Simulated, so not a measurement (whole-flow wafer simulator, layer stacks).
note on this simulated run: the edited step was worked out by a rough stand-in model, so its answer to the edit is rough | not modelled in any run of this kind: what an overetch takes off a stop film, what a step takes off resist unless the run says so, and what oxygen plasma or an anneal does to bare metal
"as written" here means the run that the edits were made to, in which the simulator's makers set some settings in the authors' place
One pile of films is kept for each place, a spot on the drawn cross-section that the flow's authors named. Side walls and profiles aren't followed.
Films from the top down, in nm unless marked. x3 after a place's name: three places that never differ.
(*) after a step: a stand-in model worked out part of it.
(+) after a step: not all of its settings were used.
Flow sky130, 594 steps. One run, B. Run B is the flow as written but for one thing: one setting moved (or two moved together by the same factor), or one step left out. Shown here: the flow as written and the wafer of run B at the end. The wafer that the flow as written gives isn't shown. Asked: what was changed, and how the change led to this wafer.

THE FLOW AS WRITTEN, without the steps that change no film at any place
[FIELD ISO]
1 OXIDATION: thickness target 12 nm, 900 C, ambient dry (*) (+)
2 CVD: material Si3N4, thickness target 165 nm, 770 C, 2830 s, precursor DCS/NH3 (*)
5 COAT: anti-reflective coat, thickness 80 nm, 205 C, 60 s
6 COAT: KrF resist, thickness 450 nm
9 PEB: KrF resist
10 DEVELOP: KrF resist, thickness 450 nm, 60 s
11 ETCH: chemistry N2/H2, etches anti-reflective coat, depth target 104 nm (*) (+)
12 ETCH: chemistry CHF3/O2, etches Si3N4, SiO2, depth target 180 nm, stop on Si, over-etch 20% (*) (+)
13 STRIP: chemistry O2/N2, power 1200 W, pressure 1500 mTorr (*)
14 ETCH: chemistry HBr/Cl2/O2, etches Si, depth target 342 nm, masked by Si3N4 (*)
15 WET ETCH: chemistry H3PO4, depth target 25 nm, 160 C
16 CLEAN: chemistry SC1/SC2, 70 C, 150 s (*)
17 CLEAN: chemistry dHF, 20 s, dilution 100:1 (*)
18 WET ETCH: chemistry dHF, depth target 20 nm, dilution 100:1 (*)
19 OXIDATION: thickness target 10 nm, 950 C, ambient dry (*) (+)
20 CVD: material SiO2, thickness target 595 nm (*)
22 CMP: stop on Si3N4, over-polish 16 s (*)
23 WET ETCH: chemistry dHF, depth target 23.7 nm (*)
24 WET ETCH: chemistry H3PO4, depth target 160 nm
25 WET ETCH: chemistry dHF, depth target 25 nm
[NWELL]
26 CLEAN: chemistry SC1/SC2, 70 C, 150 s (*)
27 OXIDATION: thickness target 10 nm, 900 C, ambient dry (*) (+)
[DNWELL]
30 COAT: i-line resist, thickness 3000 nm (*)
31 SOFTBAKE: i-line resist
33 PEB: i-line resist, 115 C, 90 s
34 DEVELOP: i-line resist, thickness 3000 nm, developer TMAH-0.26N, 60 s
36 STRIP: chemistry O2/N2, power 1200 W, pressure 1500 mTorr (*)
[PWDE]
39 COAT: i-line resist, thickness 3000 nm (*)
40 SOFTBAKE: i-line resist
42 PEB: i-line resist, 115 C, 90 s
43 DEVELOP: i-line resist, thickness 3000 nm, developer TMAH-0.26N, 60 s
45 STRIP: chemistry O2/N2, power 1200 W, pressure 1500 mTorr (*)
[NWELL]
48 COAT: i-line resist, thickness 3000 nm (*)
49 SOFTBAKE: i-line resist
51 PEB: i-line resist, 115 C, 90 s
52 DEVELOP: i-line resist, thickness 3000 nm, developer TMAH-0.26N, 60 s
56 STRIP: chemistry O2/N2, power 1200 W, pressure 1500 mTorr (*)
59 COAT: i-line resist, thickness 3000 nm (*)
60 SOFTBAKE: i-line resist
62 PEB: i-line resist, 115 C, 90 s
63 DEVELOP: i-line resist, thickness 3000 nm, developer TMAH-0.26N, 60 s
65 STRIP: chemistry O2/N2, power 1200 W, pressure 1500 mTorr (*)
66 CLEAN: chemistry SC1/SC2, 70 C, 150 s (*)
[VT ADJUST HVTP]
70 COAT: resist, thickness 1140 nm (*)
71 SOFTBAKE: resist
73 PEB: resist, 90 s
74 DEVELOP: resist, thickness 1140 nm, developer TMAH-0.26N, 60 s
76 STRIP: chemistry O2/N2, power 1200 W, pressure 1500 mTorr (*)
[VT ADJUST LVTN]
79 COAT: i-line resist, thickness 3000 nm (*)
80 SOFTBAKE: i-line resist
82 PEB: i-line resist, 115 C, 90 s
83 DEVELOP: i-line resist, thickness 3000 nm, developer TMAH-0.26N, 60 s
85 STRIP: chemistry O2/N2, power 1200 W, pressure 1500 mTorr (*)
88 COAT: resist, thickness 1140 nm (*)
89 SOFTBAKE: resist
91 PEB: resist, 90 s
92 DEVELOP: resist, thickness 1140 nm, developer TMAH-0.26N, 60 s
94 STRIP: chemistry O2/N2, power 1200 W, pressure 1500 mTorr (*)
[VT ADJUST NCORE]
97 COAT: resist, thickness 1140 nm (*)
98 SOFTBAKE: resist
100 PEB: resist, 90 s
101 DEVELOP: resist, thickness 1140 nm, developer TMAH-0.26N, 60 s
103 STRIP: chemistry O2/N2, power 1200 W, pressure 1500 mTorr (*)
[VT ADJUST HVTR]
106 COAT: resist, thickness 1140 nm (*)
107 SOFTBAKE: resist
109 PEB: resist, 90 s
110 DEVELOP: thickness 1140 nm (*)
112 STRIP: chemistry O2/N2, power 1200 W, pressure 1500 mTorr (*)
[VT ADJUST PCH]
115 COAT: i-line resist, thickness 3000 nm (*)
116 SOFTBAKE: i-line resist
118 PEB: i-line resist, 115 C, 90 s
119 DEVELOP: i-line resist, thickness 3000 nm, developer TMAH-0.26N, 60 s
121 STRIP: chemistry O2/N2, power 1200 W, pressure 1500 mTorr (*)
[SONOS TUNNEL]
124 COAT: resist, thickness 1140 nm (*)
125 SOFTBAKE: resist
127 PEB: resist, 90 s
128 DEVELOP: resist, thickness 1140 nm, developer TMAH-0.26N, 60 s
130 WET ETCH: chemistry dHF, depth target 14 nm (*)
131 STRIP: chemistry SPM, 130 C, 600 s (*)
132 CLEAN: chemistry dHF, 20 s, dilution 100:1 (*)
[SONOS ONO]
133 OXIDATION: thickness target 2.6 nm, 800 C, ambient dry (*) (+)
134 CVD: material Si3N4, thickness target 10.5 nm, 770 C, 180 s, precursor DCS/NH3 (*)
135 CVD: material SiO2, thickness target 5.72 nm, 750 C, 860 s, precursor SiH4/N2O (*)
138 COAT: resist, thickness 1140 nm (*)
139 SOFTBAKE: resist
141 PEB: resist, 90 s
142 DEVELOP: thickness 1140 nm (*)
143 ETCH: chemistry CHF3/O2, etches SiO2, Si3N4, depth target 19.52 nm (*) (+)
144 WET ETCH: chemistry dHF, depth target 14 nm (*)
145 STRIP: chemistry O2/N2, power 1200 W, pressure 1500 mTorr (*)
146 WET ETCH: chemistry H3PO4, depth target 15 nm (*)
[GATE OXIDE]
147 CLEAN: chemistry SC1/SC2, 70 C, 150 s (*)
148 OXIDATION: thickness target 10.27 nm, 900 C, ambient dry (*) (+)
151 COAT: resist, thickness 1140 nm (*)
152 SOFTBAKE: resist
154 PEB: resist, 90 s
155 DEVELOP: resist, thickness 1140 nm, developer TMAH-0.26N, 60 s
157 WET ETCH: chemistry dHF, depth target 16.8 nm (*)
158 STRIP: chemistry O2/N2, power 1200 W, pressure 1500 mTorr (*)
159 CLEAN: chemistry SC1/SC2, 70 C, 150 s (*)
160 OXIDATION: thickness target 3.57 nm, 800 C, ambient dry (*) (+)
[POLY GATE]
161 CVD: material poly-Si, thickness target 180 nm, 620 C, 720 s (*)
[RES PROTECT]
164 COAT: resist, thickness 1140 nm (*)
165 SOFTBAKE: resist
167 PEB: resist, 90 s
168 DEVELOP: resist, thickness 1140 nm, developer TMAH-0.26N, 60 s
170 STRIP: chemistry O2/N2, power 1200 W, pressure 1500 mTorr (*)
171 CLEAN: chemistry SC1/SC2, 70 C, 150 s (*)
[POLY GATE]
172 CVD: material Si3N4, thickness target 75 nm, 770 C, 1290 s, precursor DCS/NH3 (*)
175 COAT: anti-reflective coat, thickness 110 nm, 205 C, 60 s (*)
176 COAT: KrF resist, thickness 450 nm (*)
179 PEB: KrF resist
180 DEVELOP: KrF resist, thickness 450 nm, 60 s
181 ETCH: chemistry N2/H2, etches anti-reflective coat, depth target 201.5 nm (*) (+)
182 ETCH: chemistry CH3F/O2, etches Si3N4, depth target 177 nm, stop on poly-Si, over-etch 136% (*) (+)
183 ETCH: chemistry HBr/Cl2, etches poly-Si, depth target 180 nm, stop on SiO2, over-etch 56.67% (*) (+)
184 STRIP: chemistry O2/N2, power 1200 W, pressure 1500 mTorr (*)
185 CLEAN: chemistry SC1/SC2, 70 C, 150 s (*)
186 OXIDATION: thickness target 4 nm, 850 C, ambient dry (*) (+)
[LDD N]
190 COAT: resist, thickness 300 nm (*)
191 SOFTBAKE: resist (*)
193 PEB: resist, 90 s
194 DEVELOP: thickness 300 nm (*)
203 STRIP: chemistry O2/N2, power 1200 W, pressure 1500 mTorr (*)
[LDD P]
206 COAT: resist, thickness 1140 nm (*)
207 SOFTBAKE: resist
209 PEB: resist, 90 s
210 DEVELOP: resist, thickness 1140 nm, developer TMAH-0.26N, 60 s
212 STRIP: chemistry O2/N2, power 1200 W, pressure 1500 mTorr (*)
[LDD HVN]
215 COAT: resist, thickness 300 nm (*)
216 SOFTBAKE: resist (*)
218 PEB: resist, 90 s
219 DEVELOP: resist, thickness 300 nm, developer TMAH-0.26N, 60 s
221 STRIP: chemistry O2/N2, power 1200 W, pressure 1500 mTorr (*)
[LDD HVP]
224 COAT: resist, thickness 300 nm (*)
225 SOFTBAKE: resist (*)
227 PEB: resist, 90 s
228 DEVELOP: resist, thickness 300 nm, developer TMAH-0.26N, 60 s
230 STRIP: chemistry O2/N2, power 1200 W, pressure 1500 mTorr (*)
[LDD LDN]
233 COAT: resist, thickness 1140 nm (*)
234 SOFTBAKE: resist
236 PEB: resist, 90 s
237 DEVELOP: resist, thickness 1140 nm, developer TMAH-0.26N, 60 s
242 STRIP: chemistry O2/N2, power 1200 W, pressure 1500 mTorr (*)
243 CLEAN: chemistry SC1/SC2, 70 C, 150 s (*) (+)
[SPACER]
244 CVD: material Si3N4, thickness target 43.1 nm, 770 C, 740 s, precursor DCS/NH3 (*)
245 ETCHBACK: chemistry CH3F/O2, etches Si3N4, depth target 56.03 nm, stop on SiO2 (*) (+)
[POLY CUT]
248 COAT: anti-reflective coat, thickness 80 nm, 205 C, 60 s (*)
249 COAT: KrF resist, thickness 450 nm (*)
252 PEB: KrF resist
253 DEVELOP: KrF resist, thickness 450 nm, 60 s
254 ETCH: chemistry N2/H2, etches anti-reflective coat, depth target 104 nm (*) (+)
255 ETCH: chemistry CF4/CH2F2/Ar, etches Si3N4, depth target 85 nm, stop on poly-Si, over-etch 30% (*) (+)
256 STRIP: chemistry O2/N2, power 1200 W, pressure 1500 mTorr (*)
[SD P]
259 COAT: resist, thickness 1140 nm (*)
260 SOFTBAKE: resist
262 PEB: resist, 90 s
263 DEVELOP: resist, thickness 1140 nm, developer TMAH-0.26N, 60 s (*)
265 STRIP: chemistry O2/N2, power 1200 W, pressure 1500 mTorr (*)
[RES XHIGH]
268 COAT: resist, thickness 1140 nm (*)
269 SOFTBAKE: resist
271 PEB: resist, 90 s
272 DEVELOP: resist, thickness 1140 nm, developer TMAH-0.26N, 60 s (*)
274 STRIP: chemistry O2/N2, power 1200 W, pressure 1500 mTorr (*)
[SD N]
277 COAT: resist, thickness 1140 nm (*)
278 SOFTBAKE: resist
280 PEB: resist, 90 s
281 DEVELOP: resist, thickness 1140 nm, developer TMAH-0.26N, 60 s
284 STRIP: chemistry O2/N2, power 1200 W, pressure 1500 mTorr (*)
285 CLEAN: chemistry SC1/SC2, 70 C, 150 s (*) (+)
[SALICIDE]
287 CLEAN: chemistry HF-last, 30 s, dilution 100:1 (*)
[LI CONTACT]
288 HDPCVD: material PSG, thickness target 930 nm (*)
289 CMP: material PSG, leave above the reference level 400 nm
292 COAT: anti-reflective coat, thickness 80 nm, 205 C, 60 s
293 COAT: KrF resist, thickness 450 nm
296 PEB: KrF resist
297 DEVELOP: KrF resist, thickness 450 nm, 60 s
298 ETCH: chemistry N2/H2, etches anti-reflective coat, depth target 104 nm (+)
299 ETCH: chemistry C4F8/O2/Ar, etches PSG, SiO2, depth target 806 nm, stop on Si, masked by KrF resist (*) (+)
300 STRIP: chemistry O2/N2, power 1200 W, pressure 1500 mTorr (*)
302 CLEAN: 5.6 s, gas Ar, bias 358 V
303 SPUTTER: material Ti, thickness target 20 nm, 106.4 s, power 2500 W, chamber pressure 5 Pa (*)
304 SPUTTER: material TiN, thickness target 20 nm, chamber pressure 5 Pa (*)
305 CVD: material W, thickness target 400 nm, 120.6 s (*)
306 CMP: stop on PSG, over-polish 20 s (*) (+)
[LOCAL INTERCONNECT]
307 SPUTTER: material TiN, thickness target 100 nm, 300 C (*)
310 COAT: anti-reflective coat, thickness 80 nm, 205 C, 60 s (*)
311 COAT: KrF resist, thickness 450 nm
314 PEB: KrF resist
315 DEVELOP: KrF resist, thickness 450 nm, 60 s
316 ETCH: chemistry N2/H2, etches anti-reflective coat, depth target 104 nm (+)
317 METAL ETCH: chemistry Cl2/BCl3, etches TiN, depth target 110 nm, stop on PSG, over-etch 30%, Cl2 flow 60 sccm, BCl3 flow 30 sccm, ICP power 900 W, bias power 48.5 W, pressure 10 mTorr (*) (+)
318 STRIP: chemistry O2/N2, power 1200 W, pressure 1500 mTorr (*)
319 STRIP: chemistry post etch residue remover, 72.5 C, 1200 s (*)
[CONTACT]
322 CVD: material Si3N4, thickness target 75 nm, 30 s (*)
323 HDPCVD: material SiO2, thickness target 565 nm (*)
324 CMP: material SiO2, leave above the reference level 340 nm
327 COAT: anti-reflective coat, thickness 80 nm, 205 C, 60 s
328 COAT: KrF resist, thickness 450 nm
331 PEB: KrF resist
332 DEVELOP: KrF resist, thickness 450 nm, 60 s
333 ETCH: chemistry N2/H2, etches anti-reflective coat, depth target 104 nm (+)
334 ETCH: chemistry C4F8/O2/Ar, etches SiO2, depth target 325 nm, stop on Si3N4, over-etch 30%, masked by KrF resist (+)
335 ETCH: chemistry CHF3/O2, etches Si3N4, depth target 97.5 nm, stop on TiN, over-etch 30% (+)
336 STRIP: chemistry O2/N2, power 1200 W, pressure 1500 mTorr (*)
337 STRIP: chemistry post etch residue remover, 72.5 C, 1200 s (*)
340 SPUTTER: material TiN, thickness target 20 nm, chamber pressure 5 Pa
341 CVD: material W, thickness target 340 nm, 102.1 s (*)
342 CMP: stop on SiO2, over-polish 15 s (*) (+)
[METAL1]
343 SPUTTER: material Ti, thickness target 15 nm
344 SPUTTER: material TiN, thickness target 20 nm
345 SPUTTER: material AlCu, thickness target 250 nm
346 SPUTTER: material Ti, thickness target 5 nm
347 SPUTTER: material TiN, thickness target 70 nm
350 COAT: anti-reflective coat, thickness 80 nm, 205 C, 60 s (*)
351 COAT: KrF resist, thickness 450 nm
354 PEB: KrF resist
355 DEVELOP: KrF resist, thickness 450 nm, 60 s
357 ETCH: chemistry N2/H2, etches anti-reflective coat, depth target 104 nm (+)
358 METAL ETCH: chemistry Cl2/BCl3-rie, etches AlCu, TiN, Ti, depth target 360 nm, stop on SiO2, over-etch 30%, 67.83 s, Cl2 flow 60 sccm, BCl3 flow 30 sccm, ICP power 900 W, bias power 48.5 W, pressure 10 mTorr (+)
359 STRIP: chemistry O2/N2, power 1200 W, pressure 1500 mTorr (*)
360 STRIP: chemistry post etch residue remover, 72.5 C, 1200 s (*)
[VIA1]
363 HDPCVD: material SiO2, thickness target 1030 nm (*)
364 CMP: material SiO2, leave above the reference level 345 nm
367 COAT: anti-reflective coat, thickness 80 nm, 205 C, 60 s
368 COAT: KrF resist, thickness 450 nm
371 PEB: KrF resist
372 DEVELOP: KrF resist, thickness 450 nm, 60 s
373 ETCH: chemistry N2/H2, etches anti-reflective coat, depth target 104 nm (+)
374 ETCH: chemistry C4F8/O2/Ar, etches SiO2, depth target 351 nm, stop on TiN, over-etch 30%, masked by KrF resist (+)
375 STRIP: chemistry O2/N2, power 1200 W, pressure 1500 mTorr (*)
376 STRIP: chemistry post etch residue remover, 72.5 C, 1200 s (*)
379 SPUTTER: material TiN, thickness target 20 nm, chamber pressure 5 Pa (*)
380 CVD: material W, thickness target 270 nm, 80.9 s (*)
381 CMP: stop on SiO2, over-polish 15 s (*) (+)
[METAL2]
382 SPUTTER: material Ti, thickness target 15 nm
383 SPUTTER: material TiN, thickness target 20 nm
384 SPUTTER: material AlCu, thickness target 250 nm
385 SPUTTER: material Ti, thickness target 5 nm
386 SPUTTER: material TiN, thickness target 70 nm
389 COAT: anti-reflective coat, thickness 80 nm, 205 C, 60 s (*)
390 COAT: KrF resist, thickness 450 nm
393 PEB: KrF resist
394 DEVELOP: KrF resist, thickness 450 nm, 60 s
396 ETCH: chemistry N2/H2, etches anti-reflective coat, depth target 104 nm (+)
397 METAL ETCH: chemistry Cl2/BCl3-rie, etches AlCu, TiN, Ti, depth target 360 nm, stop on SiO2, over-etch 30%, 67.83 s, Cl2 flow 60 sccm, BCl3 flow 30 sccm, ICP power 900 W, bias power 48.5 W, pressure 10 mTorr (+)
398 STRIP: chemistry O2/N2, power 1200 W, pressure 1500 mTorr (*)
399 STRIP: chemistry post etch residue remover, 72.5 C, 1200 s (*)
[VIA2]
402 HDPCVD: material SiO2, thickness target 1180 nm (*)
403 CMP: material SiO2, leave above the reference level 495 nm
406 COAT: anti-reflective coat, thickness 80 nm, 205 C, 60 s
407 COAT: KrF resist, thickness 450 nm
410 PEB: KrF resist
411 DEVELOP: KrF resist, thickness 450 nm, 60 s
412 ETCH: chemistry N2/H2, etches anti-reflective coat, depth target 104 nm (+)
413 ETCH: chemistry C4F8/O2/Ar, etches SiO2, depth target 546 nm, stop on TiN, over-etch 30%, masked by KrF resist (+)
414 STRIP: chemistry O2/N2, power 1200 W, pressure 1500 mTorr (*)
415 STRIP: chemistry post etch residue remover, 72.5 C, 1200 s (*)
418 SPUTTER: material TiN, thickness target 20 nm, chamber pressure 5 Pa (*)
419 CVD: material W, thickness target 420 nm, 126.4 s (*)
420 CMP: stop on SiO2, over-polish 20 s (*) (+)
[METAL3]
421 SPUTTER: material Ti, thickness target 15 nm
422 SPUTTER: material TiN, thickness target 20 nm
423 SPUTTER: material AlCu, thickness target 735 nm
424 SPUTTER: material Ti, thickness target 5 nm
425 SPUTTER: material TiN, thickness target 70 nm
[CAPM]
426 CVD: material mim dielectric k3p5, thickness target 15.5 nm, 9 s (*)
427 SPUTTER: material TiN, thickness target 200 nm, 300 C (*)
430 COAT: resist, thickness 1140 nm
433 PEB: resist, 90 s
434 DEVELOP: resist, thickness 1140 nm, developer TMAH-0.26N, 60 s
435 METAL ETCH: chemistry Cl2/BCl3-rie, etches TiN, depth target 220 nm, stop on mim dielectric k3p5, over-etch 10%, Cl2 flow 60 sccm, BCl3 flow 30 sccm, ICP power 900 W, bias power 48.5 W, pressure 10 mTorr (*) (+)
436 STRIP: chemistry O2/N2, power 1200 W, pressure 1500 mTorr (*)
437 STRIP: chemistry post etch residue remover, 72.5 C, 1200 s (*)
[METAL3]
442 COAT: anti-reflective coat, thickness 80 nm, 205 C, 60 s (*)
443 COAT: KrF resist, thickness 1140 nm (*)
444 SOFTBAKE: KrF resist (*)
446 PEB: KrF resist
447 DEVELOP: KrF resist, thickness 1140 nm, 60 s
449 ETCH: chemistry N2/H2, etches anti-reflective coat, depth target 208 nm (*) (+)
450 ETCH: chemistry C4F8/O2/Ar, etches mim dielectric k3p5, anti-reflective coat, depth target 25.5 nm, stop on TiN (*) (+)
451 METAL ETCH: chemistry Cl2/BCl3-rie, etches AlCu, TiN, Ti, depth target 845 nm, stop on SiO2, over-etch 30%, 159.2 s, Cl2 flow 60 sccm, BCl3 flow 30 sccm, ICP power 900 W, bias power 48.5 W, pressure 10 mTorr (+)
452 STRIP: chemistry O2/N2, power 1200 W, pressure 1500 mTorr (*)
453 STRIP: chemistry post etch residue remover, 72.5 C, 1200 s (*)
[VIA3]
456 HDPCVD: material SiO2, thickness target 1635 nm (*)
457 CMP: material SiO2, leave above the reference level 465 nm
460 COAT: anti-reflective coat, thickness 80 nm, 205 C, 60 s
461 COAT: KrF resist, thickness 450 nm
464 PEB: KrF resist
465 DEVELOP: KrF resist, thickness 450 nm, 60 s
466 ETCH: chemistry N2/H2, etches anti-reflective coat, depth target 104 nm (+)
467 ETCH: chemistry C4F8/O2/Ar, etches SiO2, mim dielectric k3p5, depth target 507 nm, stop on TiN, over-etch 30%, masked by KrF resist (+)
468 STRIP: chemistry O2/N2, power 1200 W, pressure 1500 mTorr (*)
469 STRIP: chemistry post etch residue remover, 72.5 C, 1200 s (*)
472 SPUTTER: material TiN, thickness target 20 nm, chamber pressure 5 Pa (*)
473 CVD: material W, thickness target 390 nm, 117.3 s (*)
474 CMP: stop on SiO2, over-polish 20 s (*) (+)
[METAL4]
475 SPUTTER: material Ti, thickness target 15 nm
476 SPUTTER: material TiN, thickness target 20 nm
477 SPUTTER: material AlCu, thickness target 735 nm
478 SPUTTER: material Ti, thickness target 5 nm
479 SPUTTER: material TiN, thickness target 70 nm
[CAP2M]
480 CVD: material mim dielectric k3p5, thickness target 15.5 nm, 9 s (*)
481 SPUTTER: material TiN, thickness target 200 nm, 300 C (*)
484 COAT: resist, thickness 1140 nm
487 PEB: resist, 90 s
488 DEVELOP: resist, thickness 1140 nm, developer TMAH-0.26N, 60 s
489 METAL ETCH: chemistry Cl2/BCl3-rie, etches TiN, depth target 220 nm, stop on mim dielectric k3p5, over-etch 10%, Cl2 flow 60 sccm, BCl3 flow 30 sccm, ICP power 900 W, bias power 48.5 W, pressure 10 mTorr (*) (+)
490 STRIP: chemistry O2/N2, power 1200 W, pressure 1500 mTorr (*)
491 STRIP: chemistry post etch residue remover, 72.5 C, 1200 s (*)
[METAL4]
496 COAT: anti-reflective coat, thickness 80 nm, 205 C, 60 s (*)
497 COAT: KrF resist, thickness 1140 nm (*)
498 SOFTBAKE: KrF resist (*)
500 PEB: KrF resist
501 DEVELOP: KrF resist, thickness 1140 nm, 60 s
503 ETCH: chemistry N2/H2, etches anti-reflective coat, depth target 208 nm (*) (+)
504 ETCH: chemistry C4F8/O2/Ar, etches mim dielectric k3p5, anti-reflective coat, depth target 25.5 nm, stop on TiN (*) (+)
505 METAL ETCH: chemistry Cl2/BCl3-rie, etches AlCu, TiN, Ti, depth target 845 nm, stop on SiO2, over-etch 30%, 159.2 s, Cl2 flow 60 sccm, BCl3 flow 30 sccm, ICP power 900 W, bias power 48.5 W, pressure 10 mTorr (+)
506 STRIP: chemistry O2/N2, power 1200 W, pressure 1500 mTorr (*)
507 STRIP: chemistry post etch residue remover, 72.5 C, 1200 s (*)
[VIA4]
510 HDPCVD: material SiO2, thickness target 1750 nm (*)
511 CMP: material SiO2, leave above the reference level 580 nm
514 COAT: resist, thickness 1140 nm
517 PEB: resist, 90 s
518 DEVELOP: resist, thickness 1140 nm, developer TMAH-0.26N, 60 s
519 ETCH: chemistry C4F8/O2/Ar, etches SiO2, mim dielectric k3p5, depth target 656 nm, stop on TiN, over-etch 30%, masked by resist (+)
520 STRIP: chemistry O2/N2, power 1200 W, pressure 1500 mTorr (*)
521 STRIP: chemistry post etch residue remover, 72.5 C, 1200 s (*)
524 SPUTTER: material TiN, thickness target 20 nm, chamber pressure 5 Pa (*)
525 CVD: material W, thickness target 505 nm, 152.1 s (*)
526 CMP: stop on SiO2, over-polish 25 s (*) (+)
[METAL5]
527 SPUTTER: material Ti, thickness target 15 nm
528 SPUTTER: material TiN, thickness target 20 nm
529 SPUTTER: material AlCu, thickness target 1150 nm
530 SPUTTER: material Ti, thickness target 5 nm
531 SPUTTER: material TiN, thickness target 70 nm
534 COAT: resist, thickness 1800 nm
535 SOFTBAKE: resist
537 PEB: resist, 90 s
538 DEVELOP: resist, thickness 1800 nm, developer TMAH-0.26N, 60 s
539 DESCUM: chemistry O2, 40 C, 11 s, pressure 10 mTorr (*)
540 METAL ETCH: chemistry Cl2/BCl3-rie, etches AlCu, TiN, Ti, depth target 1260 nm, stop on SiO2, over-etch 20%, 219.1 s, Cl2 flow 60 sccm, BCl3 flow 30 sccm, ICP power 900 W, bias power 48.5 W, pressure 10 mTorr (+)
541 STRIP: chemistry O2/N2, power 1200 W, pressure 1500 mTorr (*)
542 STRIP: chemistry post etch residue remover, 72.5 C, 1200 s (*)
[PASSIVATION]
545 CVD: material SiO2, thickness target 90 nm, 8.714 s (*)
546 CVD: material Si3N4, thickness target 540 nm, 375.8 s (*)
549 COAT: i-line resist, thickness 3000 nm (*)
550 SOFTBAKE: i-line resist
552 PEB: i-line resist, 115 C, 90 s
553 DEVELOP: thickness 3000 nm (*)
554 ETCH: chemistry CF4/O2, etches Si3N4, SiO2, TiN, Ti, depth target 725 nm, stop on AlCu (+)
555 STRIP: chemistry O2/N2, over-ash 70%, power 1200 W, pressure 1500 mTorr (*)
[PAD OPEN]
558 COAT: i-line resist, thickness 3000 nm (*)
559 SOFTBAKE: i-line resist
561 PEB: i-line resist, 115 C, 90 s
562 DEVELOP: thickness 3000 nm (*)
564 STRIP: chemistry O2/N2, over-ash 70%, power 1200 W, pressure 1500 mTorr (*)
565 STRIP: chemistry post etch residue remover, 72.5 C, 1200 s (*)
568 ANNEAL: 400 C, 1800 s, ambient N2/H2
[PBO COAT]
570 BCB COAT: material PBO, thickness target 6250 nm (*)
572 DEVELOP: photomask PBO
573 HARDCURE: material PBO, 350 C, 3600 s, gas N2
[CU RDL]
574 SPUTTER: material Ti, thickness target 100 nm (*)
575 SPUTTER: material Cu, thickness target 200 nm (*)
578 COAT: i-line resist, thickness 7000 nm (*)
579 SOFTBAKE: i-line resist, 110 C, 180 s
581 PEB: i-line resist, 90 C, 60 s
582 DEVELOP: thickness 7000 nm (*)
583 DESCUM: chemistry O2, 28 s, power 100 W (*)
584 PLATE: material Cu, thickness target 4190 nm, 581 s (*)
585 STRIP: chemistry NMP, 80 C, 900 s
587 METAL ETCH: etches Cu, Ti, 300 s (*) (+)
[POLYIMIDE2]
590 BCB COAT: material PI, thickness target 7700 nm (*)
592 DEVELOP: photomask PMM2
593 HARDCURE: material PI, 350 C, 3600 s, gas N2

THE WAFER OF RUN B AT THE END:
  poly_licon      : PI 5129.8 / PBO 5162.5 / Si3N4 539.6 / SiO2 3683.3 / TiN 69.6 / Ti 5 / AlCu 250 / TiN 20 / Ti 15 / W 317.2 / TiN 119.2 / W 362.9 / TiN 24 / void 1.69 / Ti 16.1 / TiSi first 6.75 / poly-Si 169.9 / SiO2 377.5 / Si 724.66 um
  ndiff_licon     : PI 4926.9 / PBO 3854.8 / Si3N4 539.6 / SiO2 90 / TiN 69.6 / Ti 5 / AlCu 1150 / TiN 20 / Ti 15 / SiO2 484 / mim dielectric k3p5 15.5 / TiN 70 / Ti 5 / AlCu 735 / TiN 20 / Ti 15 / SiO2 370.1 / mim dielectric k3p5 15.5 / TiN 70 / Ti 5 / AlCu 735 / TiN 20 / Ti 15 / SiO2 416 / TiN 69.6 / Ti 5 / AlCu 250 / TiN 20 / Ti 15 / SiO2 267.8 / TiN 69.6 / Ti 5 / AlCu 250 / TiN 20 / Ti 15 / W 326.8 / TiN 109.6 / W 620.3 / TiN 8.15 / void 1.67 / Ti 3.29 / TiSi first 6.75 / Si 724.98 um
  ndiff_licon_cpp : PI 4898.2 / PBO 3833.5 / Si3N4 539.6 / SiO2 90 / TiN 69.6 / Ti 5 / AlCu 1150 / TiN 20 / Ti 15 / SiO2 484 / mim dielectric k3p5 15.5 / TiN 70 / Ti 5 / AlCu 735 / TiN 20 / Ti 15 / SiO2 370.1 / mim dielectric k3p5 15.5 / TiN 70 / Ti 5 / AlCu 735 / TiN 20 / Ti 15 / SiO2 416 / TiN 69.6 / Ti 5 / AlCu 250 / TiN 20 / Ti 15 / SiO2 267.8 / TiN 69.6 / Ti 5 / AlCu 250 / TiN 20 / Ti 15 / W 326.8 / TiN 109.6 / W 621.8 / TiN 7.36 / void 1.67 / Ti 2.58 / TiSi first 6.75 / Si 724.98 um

The cause: step 304, SPUTTER: thickness target 24 nm was run, where the flow has thickness target 20 nm.
It can be read off the wafer: poly_licon has TiN 24, and step 304 as written asks for 20 nm.

How the change led to this, step by step:
  304 SPUTTER: material TiN, thickness target 20 nm, chamber pressure 5 Pa (*)
      field, active, n_well and 185 more: TiN +24 (new film) (as written it would be: TiN +20 (new film))
      ndiff_licon: TiN +8.15 (new film) (as written it would be: TiN +6.83 (new film))
      (and at 2 more places)
  306 CMP: stop on PSG, over-polish 20 s (*) (+)
      field, active, n_well and 184 more: W -400 (all of it), TiN -24 (all of it), Ti -20 (all of it), PSG -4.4 (as written it would be: W -400 (all of it), TiN -20 (all of it), Ti -20 (all of it), PSG -4.4)
      poly_licon: W -37.1 (as written it would be: W -33.1)
